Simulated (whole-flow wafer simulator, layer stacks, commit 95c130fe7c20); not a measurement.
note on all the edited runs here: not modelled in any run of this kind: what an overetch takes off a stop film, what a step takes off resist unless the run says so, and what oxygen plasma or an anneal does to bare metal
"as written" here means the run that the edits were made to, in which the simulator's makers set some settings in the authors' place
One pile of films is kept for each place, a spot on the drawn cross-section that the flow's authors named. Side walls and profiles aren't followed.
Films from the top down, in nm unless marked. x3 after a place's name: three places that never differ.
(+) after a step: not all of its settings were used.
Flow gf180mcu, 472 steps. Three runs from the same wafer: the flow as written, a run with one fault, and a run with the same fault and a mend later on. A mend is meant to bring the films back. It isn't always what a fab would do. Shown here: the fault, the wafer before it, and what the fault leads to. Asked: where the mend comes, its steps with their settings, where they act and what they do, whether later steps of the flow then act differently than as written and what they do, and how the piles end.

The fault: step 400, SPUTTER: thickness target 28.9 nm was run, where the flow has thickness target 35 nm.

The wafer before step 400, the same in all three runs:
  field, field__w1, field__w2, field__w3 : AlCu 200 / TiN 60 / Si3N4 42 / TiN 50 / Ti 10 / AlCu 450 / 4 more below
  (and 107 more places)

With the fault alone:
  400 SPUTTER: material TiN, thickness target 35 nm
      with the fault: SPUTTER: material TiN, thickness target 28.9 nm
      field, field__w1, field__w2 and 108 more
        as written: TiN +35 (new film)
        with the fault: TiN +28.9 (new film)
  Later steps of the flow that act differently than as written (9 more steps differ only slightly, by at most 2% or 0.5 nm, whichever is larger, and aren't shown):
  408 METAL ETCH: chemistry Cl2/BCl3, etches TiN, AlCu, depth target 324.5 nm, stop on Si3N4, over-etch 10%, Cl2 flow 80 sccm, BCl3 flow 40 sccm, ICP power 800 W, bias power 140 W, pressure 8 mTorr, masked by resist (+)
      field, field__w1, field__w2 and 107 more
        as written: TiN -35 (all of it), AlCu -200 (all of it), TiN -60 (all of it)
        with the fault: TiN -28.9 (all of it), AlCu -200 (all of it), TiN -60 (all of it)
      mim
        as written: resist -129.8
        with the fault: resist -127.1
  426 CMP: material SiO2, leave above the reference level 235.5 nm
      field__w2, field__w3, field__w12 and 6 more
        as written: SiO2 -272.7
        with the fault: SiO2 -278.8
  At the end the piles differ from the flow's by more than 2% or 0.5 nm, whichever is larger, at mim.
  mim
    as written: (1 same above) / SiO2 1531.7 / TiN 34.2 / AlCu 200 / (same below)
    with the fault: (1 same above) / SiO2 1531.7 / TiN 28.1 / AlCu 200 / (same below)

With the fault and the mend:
  The mend comes after step 400.
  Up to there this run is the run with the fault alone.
  400a SPUTTER: material TiN, thickness target 6.1 nm (the flow's step 400 once more, with other settings)
      field, field__w1, field__w2 and 108 more
        TiN +6.1
  No later step of the flow acts differently than as written at any place that is followed.
  At the end the piles are the same as the flow's at every place that both follow.
